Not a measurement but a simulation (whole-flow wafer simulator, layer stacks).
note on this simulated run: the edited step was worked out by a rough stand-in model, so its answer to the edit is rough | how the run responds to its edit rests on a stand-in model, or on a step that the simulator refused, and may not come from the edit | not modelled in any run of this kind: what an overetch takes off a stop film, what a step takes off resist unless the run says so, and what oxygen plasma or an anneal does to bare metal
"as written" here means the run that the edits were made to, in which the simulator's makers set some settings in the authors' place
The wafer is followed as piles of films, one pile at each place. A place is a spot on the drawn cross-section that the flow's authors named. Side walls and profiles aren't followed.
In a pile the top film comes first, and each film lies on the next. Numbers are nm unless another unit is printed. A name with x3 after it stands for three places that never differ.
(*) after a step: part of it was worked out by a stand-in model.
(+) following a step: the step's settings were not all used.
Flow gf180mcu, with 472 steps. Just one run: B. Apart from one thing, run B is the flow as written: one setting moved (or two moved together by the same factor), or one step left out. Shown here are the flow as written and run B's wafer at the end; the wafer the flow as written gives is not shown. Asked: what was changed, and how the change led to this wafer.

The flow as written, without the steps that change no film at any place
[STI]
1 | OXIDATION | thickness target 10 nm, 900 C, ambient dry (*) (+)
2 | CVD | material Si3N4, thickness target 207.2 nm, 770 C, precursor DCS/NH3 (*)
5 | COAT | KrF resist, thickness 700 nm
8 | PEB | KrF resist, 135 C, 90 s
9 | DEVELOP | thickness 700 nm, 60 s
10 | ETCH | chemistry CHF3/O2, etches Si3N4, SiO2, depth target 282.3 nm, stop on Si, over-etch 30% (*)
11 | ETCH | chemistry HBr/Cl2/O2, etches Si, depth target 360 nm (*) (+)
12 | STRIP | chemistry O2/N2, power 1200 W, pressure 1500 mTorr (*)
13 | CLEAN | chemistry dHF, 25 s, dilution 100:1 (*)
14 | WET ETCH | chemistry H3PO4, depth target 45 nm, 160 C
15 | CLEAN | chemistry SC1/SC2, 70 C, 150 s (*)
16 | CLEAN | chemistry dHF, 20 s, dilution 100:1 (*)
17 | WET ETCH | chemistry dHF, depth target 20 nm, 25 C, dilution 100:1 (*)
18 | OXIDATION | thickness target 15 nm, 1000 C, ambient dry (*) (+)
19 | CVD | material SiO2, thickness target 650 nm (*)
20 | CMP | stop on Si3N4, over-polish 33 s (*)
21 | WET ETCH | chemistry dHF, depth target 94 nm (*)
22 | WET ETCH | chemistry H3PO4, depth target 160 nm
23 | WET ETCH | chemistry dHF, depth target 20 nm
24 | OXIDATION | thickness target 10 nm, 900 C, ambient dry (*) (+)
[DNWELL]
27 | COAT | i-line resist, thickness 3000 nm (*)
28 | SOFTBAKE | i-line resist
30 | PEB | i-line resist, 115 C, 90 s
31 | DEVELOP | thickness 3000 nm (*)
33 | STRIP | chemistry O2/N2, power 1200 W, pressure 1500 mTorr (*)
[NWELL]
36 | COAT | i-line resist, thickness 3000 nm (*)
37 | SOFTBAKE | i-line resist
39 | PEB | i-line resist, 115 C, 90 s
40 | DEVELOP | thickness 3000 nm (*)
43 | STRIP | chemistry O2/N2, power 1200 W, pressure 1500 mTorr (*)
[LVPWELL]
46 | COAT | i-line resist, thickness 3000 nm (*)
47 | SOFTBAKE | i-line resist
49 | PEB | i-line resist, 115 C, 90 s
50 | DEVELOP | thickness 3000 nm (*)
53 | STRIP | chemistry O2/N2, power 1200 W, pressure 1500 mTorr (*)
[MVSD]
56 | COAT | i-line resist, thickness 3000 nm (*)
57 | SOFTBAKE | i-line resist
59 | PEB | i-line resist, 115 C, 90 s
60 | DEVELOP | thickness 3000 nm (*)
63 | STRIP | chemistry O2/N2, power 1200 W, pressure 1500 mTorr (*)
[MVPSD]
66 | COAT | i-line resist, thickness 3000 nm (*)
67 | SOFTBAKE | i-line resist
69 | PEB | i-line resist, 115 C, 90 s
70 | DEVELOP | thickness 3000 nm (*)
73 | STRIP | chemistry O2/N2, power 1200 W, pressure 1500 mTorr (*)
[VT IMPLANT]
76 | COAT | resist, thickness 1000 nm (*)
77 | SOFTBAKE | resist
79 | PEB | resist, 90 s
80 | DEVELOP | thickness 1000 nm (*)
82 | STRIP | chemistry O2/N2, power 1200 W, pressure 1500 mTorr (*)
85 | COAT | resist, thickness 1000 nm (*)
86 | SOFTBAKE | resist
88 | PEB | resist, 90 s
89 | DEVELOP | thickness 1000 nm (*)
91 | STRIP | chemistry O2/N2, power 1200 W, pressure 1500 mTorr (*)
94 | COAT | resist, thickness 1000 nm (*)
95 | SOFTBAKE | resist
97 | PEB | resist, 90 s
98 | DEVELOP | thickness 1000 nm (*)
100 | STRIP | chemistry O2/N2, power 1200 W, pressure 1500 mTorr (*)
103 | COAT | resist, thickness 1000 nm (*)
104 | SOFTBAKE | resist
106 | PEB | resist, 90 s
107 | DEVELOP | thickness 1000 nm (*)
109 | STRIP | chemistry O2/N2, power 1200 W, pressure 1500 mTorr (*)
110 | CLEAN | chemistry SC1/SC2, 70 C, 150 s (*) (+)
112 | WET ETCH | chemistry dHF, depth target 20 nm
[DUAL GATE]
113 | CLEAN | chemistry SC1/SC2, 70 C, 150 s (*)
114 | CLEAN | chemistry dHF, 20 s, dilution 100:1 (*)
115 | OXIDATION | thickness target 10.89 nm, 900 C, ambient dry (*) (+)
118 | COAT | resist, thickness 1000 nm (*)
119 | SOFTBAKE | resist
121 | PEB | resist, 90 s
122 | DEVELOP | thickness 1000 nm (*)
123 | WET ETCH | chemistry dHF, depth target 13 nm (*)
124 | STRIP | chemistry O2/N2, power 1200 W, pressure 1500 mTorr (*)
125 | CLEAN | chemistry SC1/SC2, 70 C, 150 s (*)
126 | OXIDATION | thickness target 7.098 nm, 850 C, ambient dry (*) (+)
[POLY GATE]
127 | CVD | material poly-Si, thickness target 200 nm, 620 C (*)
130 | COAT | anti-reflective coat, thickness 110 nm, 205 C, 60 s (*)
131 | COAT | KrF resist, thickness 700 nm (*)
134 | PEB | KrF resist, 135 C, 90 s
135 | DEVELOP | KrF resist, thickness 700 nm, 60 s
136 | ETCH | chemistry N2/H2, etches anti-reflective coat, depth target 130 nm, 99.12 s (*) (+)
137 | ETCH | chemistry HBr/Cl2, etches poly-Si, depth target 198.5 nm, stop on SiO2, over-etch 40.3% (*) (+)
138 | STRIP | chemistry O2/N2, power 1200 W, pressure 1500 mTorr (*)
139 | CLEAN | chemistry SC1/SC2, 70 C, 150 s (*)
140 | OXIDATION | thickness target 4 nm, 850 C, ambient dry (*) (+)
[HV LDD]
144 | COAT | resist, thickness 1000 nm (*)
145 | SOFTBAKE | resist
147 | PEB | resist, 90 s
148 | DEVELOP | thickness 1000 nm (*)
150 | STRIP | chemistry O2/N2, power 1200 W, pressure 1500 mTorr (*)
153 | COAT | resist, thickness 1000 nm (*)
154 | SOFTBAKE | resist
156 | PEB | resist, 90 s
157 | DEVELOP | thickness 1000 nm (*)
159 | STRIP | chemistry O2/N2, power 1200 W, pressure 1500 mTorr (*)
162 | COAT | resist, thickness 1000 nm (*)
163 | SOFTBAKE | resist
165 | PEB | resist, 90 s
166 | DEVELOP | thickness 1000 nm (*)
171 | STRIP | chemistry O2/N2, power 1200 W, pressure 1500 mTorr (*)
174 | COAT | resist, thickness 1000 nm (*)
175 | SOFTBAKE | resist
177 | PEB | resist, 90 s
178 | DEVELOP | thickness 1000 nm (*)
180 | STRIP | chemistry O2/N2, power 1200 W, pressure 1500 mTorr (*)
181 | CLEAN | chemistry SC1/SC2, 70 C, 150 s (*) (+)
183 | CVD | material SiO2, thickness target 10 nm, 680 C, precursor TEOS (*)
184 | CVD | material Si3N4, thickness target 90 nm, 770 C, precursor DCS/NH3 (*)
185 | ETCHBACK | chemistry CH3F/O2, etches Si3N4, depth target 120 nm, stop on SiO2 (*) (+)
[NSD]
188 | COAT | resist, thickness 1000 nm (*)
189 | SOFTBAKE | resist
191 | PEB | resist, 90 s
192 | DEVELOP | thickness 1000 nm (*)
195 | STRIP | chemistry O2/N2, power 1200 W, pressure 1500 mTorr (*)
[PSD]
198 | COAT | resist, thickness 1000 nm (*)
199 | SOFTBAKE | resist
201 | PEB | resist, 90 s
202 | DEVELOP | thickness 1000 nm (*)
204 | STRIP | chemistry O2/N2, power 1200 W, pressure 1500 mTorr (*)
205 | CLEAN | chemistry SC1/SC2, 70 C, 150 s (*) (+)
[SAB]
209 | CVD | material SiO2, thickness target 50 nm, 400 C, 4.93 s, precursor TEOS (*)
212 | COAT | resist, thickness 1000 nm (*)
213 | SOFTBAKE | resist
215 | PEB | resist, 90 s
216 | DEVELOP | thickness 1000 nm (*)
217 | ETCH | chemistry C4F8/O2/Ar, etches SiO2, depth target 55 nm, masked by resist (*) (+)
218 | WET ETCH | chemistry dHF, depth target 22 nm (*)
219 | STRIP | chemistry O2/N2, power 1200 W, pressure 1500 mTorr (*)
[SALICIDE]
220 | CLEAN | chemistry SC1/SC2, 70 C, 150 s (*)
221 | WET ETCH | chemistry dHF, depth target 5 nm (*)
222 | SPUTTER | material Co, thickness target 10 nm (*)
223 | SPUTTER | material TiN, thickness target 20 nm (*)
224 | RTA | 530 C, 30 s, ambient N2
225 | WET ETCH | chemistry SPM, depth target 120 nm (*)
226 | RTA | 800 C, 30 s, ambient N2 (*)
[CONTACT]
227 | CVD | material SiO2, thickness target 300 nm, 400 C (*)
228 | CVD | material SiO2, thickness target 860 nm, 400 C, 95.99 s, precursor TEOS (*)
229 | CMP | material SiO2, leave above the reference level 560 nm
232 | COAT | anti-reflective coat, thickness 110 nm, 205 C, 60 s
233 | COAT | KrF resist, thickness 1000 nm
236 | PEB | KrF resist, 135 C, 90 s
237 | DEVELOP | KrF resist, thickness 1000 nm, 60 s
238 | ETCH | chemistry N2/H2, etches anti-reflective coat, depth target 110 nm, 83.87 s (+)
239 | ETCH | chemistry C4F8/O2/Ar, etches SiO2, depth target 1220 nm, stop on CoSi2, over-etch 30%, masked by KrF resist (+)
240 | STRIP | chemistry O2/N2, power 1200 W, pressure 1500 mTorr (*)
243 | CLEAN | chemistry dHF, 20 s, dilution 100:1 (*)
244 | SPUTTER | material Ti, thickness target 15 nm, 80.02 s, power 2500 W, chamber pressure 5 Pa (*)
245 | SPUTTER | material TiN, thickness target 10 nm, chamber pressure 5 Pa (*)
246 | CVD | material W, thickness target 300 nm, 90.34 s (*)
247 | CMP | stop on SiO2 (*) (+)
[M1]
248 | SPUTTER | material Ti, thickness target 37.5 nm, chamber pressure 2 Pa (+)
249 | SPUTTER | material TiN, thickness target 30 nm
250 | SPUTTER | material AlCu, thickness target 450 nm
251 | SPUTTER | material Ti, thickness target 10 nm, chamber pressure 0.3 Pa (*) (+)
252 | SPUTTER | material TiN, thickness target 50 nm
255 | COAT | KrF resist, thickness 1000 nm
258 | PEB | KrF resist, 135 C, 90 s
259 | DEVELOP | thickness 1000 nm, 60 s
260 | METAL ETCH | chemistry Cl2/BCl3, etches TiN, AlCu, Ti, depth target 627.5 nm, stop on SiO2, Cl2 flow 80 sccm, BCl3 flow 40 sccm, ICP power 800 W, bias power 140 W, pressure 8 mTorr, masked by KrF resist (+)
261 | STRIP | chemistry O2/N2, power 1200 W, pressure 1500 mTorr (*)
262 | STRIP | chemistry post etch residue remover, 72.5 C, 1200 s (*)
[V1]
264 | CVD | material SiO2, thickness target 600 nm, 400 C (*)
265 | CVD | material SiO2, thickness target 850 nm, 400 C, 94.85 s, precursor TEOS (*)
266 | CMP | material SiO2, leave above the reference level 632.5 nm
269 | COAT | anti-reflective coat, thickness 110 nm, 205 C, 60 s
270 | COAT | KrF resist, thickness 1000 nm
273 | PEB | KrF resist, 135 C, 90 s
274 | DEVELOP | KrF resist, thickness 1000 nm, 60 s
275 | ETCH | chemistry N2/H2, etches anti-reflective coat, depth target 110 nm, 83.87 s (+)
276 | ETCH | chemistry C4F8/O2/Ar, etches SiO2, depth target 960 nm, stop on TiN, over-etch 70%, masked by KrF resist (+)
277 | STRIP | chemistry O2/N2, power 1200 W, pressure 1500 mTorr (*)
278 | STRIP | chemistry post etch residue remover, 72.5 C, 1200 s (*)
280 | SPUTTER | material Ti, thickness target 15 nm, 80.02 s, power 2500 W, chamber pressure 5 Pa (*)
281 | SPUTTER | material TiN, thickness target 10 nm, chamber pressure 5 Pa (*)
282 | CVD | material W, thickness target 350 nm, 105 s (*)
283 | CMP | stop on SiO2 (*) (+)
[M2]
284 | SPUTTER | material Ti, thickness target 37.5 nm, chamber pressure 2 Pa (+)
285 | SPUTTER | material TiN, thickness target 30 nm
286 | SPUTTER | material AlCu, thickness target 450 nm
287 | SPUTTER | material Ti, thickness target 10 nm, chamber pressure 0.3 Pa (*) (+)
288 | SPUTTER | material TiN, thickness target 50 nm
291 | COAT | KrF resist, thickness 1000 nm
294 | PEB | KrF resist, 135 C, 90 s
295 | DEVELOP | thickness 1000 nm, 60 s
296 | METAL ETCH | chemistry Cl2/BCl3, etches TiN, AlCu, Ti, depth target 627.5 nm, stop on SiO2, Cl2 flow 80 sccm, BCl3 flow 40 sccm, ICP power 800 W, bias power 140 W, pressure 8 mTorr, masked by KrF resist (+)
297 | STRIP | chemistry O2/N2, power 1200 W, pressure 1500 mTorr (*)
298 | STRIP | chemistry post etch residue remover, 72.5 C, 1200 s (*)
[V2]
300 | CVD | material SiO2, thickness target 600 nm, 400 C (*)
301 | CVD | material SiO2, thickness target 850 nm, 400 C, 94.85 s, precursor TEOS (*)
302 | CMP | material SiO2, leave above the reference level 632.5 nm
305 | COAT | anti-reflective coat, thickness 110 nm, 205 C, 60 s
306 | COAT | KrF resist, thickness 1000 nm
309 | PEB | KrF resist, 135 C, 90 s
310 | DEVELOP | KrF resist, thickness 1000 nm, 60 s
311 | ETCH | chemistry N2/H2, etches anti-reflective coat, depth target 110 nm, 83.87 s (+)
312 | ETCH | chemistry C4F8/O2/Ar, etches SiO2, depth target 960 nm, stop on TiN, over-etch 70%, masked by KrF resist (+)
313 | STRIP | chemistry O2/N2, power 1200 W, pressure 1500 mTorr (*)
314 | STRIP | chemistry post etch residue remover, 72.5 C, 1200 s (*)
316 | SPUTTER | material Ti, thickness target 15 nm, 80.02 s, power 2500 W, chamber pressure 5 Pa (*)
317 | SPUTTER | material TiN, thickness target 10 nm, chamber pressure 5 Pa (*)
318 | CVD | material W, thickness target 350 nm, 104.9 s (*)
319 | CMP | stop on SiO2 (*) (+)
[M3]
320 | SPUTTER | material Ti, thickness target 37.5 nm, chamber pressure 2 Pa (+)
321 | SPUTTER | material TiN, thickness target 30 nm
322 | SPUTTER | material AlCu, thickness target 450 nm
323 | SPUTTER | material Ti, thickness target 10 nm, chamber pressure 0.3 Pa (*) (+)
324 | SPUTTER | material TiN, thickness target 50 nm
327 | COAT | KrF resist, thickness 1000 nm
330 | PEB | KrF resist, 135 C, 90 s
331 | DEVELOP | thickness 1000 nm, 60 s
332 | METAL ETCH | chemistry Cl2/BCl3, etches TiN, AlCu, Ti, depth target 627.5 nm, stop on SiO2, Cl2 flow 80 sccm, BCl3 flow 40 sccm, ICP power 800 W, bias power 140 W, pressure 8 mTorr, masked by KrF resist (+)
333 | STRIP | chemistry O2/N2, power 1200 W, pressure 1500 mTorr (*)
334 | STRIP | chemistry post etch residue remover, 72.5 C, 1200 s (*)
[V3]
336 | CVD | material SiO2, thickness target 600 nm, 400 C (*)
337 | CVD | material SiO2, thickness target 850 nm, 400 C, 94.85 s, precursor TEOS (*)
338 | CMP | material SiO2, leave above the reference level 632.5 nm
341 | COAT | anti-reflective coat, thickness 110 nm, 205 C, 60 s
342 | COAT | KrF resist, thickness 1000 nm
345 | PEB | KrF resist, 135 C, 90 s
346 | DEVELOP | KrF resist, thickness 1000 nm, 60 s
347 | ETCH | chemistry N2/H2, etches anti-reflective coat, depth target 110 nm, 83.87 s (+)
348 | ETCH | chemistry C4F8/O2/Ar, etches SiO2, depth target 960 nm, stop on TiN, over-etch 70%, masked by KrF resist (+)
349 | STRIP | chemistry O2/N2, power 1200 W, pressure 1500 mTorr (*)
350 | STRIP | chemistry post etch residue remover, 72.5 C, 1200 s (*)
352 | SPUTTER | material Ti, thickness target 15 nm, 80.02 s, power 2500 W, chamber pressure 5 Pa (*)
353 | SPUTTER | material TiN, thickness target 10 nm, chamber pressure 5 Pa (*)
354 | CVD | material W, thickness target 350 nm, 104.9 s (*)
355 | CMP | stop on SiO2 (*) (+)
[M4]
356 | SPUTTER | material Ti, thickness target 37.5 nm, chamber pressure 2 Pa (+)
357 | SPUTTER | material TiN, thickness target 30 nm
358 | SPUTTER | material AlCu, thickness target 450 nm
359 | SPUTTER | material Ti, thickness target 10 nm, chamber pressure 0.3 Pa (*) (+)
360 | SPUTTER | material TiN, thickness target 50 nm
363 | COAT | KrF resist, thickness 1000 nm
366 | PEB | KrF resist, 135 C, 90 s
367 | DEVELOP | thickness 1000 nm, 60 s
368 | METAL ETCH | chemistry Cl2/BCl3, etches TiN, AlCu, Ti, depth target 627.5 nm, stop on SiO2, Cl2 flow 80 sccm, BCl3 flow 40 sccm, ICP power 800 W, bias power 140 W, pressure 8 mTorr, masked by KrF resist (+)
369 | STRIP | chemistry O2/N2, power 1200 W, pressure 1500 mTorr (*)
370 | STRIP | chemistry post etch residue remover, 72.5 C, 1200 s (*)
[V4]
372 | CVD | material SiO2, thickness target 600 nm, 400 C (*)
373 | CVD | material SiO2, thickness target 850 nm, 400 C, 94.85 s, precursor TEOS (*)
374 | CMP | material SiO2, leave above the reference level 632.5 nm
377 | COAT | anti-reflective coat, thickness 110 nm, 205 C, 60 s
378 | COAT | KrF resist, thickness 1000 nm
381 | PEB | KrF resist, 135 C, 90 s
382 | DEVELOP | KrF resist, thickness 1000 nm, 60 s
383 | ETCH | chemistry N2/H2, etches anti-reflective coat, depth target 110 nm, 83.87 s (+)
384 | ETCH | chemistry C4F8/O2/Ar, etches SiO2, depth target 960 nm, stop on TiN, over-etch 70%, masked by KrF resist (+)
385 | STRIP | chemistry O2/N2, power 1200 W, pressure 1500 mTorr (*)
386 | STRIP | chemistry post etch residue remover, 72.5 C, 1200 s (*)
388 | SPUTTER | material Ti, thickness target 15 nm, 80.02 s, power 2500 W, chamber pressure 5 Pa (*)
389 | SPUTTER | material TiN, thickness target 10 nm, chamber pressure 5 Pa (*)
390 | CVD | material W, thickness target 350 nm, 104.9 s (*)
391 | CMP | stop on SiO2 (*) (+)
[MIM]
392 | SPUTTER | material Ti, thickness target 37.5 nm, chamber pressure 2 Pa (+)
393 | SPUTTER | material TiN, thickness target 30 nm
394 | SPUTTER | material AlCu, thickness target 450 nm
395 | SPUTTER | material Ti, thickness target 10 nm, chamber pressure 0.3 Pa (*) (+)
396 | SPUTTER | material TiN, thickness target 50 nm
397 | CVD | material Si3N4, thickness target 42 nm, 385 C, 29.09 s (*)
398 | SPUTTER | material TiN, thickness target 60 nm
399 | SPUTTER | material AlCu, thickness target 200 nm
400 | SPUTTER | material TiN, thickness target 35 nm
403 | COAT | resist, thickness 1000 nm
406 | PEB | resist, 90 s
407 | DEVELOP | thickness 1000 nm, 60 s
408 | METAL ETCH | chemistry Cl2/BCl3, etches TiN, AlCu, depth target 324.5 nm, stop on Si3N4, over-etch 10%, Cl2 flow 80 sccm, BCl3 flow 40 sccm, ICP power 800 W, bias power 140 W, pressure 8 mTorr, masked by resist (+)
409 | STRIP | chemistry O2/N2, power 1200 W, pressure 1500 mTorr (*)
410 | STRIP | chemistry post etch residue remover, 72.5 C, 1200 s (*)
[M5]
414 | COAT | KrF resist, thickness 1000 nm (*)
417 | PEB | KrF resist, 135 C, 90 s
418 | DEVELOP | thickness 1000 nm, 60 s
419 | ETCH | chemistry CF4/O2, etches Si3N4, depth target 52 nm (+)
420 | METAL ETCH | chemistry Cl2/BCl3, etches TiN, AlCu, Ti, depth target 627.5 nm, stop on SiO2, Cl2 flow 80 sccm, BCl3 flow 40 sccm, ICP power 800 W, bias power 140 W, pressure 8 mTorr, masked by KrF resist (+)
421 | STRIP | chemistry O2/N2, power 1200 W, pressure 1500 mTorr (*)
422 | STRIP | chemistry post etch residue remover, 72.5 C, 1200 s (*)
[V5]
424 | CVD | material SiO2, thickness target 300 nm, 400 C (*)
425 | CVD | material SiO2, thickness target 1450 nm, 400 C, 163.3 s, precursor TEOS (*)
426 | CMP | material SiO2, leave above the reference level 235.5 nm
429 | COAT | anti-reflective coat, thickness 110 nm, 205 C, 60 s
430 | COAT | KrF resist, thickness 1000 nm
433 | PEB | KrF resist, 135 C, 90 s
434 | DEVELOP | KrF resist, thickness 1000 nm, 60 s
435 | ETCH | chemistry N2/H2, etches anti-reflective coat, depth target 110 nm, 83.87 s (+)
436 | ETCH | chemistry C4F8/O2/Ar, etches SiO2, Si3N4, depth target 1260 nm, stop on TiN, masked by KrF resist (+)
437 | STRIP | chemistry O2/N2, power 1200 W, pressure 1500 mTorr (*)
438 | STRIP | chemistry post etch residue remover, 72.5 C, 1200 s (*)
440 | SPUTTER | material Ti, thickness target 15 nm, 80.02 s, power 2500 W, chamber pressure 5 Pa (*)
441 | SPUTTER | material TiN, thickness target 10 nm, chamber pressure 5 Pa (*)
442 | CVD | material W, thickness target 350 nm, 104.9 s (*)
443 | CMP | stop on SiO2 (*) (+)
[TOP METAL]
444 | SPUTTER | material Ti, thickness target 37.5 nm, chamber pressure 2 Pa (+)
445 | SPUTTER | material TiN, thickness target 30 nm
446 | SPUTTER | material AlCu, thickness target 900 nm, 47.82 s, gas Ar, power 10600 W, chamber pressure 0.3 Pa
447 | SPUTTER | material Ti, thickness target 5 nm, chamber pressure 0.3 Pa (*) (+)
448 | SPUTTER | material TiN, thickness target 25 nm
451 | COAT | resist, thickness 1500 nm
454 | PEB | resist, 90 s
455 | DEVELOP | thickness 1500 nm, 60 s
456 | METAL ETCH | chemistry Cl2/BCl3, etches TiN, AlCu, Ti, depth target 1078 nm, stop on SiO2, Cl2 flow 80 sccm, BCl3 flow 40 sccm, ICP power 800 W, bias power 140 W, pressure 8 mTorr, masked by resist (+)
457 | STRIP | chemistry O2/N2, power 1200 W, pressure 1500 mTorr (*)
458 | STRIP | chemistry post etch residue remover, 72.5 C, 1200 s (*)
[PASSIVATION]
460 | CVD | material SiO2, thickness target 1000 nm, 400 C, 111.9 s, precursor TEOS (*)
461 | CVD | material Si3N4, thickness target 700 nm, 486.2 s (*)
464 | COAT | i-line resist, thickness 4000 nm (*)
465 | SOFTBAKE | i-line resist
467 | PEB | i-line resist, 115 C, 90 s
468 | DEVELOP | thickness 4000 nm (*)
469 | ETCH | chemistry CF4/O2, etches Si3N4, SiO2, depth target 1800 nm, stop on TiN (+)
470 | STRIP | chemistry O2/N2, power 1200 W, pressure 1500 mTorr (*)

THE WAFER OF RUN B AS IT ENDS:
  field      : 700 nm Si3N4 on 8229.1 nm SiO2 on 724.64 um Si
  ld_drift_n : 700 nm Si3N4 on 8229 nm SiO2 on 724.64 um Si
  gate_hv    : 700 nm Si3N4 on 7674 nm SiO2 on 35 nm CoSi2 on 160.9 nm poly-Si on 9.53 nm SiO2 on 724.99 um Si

The reason: step 115, OXIDATION: 840 C was run, while the flow as written has 900 C.

How this came from the change, step by step:
  115 | OXIDATION | thickness target 10.89 nm, 900 C, ambient dry (*) (+)
      active, n_well, p_well and 40 more: SiO2 gains 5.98 (new film), Si loses 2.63 (as written it would have been: SiO2 gains 10.9 (new film), Si loses 4.79)
      sti, mim_1p0, pad and 23 more: SiO2 gains 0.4, Si loses 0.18 (as written it would have been: SiO2 gains 1.22, Si loses 0.54)
      (also at 23 further places)
  123 | WET ETCH | chemistry dHF, depth target 13 nm (*)
      active, n_well, p_well and 12 more: SiO2 loses 5.98 (all of it) (as written it would have been: SiO2 loses 10.9 (all of it))
  130 | COAT | anti-reflective coat, thickness 110 nm, 205 C, 60 s (*)
      p_well, spacer, sd_n: anti-reflective coat gains 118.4 (new film) (as written it would have been: anti-reflective coat gains 121 (new film))
      contact: anti-reflective coat gains 115.1 (new film) (as written it would have been: anti-reflective coat gains 117.6 (new film))
  136 | ETCH | chemistry N2/H2, etches anti-reflective coat, depth target 130 nm, 99.12 s (*) (+)
      p_well, spacer, sd_n: anti-reflective coat loses 118.4 (all of it), poly-Si loses 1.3 (as written it would have been: anti-reflective coat loses 121 (all of it), poly-Si loses 1.23)
      contact: anti-reflective coat loses 115.1 (all of it), poly-Si loses 1.38 (as written it would have been: anti-reflective coat loses 117.6 (all of it), poly-Si loses 1.32)
  145 | SOFTBAKE | resist
      active_nat: resist gains 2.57 (as written it would have been: resist gains 1.52)
  154 | SOFTBAKE | resist
      active_nat: resist gains 2.57 (as written it would have been: resist gains 1.52)
  163 | SOFTBAKE | resist
      active_nat: resist gains 2.57 (as written it would have been: resist gains 1.52)
  175 | SOFTBAKE | resist
      active_nat: resist gains 2.57 (as written it would have been: resist gains 1.52)
  189 | SOFTBAKE | resist
      active_nat: resist gains 2.72 (as written it would have been: resist gains 1.71)
  199 | SOFTBAKE | resist
      active_nat: resist gains 2.72 (as written it would have been: resist gains 1.71)
  218 | WET ETCH | chemistry dHF, depth target 22 nm (*)
      ldn_tap, ldn_src, ldn_drn, ldp_tap, ldp_src, ldp_drn, ldp_gr: SiO2 loses 11.3 (all of it) (as written it would have been: SiO2 loses 16 (all of it))
      ld_drn_n, ld_sd_p: SiO2 loses 10.1 (all of it) (as written it would have been: SiO2 loses 14.8 (all of it))
      (also at 5 further places)
  223 | SPUTTER | material TiN, thickness target 20 nm (*)
      field__w12: TiN gains 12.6 (new film) (as written it would have been: TiN gains 12 (new film))
  225 | WET ETCH | chemistry SPM, depth target 120 nm (*)
      field__w12: TiN loses 12.6 (all of it), Co loses 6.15 (all of it) (as written it would have been: TiN loses 12 (all of it), Co loses 6.15 (all of it))
